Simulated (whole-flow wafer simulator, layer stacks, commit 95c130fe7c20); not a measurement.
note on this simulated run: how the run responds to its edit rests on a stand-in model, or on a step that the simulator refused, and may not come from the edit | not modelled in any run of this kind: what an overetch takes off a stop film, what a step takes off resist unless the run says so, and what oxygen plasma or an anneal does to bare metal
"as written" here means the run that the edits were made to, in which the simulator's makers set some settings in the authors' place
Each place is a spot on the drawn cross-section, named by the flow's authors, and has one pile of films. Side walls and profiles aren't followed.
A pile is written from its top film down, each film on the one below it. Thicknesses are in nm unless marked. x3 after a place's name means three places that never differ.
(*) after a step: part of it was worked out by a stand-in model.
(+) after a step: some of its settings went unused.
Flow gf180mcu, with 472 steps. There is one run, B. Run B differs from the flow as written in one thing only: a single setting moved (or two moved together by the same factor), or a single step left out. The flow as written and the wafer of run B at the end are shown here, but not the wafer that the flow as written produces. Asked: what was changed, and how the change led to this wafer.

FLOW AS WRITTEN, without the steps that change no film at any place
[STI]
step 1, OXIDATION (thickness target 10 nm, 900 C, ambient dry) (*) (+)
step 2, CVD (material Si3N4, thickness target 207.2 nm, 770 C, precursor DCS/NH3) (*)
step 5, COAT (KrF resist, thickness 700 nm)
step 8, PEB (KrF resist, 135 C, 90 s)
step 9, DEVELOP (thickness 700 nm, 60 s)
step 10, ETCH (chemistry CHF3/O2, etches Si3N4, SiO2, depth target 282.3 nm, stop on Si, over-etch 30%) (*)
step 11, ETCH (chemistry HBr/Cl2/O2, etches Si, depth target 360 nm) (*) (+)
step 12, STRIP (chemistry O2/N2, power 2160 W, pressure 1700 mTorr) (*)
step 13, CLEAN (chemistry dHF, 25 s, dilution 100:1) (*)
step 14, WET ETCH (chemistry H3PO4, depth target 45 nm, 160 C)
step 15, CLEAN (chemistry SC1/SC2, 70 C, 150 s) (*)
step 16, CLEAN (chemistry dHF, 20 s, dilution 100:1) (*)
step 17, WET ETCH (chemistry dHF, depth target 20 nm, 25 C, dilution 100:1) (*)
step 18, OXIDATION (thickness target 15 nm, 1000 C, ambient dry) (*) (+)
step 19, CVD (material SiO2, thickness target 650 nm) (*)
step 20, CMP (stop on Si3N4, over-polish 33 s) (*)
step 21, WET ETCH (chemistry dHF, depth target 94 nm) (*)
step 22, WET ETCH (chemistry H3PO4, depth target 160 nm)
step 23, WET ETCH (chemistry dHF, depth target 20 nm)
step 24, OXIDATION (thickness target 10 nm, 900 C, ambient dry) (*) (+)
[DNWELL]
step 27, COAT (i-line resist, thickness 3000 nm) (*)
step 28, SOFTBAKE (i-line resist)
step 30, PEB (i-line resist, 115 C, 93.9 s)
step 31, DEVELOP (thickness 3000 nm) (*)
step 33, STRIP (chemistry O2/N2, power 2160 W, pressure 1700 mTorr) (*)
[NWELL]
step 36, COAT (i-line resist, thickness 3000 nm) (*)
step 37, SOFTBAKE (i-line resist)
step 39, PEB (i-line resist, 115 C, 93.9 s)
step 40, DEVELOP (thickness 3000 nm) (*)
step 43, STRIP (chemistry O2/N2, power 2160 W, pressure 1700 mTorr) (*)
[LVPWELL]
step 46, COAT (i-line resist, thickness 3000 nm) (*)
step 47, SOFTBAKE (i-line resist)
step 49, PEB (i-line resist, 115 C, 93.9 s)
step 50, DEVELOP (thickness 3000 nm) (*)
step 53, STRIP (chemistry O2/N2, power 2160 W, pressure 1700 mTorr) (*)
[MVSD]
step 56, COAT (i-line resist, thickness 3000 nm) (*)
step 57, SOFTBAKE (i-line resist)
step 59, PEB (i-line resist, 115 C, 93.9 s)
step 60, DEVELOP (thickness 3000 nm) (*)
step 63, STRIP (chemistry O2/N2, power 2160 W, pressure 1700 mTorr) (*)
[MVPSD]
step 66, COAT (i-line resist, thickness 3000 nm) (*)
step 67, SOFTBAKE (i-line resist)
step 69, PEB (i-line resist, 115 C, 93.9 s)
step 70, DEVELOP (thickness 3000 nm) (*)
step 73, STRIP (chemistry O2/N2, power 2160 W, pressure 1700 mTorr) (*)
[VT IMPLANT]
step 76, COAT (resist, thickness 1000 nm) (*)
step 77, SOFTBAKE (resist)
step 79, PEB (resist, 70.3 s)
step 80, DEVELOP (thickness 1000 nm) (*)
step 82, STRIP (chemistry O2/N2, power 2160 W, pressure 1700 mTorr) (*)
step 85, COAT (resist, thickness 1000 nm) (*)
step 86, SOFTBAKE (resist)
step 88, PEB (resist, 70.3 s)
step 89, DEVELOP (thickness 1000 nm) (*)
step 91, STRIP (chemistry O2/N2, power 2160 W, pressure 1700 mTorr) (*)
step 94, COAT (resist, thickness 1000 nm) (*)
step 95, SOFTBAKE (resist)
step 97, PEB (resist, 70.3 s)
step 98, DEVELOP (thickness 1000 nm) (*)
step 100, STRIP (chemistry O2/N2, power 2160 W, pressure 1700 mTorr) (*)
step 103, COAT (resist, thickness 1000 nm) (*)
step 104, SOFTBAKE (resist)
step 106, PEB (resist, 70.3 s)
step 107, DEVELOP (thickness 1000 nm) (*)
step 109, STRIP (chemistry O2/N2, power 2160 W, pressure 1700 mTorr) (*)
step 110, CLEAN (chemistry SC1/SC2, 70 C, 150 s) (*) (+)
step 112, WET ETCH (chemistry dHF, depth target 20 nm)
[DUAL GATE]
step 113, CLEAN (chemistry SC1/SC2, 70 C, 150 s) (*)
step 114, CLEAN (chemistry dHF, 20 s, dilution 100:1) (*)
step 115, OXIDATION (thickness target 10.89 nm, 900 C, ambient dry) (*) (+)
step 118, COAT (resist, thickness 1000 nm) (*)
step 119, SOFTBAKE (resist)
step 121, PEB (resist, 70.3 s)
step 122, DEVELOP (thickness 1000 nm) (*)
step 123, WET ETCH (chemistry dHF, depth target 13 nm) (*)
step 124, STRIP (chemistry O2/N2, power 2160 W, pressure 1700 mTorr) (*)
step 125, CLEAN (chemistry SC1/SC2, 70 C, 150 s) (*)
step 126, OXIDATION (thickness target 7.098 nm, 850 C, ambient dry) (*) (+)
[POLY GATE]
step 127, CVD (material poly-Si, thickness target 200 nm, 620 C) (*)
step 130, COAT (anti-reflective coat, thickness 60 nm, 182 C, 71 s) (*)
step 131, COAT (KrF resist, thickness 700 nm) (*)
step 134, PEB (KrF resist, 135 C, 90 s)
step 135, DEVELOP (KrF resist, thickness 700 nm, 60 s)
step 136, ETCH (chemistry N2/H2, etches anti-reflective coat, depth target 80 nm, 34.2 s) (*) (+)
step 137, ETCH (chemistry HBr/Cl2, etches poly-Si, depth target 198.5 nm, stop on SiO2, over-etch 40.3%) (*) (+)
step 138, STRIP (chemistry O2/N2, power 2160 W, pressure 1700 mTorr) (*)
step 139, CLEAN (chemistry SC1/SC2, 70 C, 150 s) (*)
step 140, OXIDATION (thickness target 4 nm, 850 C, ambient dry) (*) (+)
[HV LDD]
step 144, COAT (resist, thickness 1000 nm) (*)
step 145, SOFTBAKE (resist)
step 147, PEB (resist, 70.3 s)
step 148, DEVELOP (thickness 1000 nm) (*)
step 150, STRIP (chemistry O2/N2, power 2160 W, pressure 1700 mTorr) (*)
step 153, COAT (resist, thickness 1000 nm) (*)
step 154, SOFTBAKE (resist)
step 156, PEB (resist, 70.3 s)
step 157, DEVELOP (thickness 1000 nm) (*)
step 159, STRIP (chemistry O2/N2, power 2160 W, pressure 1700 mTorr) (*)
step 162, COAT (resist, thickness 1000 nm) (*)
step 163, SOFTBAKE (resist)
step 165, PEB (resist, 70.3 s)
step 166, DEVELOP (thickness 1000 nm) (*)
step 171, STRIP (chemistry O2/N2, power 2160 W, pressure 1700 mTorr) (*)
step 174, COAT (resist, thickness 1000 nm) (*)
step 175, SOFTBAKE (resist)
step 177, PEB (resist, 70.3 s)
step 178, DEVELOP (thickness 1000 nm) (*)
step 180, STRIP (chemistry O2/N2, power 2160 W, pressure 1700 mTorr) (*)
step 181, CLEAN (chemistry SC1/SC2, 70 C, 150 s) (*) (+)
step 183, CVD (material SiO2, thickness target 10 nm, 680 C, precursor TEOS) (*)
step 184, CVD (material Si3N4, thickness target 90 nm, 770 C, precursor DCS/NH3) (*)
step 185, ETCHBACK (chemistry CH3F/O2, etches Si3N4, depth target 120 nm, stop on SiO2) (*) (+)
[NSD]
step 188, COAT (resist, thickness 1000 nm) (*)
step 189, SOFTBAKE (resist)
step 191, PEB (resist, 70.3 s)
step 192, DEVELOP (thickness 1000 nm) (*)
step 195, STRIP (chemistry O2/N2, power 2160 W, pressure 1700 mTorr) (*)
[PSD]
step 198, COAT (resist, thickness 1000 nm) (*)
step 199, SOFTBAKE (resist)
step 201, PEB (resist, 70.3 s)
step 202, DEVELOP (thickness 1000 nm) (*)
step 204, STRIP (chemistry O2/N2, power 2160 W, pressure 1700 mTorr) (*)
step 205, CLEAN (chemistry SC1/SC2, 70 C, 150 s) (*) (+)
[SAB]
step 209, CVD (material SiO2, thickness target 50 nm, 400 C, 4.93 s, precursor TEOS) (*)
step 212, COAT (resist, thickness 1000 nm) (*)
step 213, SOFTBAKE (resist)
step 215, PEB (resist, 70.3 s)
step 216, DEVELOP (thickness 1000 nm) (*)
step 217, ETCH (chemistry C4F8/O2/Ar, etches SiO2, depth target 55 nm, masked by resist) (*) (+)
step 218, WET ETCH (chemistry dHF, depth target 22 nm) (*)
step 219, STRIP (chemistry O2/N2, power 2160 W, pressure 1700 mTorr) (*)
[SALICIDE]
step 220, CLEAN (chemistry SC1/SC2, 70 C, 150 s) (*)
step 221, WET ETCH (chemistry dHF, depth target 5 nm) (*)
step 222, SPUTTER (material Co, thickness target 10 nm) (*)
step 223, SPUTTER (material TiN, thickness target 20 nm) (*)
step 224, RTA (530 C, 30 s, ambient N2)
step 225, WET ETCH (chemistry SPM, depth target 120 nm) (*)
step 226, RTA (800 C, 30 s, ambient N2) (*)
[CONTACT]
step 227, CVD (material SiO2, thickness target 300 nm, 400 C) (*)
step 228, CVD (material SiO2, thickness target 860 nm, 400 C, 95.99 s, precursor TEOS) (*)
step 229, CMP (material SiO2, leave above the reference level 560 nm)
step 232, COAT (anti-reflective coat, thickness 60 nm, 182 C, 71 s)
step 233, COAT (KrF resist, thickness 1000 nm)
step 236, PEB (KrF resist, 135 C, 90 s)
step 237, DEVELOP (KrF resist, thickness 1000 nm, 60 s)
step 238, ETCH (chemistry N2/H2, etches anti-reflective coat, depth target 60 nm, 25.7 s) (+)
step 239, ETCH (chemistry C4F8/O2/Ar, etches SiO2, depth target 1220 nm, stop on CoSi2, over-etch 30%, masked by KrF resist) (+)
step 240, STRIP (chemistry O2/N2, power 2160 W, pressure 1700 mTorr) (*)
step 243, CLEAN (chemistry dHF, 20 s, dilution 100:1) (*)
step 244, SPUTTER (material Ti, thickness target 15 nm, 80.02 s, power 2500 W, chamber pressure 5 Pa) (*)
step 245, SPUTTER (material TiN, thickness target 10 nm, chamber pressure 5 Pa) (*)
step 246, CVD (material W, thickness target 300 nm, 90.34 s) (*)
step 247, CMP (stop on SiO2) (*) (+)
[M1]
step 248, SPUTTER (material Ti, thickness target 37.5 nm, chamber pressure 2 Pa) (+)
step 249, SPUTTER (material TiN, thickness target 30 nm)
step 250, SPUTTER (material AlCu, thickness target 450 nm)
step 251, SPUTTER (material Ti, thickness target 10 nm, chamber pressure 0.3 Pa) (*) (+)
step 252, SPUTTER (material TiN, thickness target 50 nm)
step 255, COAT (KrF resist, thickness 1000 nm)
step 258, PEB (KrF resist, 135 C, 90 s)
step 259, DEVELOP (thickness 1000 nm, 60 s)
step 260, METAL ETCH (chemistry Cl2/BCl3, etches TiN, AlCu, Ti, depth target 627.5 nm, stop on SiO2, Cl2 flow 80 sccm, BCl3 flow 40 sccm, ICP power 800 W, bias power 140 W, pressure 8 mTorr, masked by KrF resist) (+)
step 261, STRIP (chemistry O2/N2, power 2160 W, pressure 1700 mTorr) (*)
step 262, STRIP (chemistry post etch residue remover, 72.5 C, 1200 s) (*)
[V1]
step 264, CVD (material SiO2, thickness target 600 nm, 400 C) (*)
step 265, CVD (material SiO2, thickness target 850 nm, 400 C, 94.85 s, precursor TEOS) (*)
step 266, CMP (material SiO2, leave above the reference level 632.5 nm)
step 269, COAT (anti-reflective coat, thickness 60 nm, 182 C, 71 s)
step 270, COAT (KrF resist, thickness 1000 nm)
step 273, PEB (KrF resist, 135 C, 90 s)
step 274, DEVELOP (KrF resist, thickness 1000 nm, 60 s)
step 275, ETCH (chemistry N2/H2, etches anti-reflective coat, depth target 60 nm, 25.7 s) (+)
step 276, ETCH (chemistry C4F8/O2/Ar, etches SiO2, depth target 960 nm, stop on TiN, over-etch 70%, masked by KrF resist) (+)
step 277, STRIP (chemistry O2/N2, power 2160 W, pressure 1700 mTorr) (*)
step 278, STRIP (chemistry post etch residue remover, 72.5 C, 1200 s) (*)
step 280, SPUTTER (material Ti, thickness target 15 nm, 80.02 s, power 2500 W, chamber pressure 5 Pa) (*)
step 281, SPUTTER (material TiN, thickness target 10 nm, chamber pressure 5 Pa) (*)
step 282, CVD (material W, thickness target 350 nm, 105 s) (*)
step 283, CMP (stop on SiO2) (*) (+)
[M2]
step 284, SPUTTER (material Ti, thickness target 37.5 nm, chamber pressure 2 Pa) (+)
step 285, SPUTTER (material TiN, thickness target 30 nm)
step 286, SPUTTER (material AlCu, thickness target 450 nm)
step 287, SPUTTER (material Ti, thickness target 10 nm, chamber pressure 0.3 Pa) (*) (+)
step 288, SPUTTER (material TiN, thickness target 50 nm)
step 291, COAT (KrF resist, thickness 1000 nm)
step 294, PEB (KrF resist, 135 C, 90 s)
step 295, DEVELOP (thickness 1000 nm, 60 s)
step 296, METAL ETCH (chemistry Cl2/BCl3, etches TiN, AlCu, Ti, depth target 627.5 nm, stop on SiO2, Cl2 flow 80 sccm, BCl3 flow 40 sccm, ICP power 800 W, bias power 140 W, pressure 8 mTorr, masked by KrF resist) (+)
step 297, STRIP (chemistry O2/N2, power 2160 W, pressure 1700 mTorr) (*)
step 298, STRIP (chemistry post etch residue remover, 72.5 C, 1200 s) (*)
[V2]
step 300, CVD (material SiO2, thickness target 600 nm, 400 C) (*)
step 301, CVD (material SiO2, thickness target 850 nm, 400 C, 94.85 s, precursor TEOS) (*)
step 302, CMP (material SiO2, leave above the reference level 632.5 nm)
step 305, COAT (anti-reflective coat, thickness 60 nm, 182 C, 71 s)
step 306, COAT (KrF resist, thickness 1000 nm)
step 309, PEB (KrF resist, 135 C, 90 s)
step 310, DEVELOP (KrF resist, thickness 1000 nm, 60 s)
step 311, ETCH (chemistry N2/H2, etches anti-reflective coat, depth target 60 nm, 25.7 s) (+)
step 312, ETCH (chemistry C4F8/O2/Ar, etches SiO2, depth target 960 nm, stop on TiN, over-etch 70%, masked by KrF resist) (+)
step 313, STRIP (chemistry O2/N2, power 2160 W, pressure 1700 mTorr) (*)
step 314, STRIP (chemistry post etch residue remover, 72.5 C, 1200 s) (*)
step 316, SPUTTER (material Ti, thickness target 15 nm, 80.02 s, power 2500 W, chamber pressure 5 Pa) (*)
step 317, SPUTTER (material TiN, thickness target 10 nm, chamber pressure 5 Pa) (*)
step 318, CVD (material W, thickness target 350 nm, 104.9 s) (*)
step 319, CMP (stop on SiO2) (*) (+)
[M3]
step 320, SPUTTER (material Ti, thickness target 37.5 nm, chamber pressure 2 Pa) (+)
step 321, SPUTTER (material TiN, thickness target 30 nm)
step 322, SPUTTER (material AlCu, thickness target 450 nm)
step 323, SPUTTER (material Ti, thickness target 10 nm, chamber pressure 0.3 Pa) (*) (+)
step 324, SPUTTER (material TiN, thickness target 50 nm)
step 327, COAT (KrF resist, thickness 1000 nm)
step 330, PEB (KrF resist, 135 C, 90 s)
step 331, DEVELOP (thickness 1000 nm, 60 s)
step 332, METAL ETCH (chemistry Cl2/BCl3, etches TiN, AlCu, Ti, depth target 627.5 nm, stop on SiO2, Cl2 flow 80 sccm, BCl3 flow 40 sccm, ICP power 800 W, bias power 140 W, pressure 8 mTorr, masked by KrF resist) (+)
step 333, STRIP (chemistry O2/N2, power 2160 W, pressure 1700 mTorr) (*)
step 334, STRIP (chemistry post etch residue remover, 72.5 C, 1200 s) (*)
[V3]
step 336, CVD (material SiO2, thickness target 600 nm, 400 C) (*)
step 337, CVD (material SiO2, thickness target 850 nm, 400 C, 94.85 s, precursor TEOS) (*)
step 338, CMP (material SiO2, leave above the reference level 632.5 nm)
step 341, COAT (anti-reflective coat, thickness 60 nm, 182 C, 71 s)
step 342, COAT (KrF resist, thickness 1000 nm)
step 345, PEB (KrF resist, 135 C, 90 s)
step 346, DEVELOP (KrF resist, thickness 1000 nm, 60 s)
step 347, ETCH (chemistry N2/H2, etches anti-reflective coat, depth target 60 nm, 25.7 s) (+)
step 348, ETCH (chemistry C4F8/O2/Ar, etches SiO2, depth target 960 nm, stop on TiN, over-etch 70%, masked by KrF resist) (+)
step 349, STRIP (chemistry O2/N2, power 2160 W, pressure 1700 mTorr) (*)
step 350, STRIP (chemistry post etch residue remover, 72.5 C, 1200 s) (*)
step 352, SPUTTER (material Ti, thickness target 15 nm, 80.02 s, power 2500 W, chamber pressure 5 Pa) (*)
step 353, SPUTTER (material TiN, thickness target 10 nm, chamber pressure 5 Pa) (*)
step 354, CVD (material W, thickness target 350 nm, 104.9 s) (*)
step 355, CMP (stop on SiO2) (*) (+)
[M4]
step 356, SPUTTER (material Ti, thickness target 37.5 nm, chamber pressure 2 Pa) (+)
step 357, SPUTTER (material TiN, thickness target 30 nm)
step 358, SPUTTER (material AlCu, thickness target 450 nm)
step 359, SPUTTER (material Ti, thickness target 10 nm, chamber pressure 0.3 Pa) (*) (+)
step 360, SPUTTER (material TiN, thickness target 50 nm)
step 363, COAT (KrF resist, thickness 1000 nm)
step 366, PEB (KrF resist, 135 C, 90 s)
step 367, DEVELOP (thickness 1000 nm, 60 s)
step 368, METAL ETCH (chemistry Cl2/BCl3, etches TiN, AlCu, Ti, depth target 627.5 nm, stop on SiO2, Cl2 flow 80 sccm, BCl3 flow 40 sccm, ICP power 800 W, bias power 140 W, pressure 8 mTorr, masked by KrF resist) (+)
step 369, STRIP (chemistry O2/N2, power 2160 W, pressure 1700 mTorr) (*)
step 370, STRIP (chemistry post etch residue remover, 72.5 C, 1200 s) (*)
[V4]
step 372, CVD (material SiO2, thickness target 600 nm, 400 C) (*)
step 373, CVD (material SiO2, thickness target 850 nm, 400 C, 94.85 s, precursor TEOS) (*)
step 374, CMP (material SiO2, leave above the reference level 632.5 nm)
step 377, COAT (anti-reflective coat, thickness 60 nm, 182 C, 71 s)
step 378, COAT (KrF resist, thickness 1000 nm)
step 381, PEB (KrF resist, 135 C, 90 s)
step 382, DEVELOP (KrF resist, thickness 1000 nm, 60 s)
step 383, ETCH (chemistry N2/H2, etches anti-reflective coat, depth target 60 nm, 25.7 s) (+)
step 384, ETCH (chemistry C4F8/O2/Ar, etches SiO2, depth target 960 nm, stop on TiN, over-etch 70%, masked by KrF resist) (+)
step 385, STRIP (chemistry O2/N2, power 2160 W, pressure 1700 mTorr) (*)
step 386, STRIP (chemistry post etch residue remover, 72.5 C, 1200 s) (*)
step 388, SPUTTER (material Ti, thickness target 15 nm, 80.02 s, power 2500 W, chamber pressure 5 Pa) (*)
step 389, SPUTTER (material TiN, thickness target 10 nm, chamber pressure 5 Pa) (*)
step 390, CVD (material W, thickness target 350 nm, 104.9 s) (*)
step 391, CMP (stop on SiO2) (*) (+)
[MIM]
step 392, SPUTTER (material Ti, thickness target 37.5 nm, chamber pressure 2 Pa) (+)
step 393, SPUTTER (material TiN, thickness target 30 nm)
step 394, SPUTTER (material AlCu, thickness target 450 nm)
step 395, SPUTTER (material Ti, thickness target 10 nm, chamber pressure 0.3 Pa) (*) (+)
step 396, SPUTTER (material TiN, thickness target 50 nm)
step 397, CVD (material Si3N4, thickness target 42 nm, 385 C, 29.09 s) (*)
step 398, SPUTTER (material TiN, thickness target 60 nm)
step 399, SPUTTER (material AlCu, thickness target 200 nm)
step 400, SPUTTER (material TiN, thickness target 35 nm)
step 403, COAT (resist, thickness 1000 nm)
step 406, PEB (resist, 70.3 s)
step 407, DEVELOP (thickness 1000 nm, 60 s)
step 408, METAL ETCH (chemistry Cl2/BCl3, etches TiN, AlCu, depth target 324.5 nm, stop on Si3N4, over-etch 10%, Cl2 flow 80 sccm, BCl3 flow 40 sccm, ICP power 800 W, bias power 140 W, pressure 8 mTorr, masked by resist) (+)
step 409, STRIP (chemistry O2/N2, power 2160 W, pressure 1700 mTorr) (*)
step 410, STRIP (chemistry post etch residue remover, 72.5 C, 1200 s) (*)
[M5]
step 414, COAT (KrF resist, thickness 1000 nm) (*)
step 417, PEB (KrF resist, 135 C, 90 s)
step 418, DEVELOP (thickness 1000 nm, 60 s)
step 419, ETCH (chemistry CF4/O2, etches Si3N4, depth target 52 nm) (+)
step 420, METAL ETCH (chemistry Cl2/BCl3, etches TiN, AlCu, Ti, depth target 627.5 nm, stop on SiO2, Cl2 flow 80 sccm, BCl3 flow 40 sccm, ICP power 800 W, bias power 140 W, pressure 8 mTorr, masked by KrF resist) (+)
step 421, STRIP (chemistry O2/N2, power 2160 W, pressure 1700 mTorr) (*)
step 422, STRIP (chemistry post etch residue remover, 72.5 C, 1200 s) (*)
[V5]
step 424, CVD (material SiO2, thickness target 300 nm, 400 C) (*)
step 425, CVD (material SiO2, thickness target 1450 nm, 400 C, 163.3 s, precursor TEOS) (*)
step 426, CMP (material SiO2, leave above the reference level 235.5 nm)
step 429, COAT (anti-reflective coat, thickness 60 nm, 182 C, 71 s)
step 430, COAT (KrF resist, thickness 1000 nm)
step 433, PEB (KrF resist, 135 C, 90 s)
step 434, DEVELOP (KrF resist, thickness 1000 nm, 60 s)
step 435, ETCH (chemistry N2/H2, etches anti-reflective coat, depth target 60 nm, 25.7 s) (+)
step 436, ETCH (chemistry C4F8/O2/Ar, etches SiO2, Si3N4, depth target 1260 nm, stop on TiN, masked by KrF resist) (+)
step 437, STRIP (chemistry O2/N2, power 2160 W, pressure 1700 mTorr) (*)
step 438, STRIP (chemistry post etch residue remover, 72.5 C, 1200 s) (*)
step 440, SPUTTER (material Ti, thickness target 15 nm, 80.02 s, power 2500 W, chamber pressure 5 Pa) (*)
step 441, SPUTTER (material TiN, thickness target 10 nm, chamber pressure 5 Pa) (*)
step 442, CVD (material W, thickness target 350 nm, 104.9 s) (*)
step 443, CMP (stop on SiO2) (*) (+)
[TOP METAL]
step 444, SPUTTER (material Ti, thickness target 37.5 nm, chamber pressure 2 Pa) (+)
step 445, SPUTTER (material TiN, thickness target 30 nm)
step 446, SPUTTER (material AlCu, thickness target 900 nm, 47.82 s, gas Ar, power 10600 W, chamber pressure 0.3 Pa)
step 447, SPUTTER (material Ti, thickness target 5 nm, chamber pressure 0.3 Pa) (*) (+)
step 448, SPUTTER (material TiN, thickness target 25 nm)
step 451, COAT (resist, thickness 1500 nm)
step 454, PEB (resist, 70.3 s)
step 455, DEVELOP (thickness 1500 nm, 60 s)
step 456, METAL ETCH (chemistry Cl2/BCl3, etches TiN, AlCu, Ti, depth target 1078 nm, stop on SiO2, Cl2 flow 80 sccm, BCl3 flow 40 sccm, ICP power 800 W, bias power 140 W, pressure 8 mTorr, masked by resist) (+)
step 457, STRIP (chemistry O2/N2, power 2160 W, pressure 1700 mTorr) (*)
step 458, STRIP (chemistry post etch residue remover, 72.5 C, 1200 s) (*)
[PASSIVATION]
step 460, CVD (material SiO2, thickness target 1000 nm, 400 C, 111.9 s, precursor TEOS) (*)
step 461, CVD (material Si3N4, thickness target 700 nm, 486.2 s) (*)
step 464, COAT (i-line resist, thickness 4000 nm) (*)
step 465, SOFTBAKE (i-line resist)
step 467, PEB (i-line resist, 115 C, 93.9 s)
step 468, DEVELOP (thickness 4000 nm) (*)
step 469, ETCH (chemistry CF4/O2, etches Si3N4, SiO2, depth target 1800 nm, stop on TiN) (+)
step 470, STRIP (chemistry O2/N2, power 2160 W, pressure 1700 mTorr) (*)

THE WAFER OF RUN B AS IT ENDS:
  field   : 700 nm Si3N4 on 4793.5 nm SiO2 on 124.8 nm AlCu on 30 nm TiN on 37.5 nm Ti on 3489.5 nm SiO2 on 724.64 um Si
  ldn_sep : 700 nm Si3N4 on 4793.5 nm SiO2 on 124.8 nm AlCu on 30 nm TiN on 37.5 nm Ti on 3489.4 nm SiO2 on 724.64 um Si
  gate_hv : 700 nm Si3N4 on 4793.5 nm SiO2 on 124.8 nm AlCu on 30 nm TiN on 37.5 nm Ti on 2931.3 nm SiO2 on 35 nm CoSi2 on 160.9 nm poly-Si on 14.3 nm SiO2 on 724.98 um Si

The reason: step 322, SPUTTER: thickness target 698 nm was run, while the flow as written has thickness target 450 nm.

The path from the change to this, step by step:
  step 322, SPUTTER (material AlCu, thickness target 450 nm)
      field, field__w1, field__w2 and 108 more: +698 AlCu (new film) (it would be, as written: +450 AlCu (new film))
  step 332, METAL ETCH (chemistry Cl2/BCl3, etches TiN, AlCu, Ti, depth target 627.5 nm, stop on SiO2, Cl2 flow 80 sccm, BCl3 flow 40 sccm, ICP power 800 W, bias power 140 W, pressure 8 mTorr, masked by KrF resist) (+)
      field, field__w1, field__w2 and 103 more: -50 TiN (all of it), -10 Ti (all of it), -567.5 AlCu (it would be, as written: -50 TiN (all of it), -10 Ti (all of it), -450 AlCu (all of it), -30 TiN (all of it), -37.5 Ti (all of it))
  step 334, STRIP (chemistry post etch residue remover, 72.5 C, 1200 s) (*)
      field, field__w1, field__w2 and 103 more: -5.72 AlCu (it would be, as written: nothing)
  step 336, CVD (material SiO2, thickness target 600 nm, 400 C) (*)
      field, field__w1, field__w2 and 103 more: +600 SiO2 (new film) (it would be, as written: +600 SiO2)
  step 338, CMP (material SiO2, leave above the reference level 632.5 nm)
      field, field__w1, field__w2 and 103 more: -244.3 SiO2 (it would be, as written: -300 SiO2)
If metal films that touch count as one body, field has 1 body; the flow as written gives 0 bodies.
If metal films that touch count as one body, ldn_sep has 1 body; the flow as written gives 0 bodies.
If metal films that touch count as one body, gate_hv has 2 bodies (between them, from the top down: SiO2 2931.3); the flow as written gives 1 body.
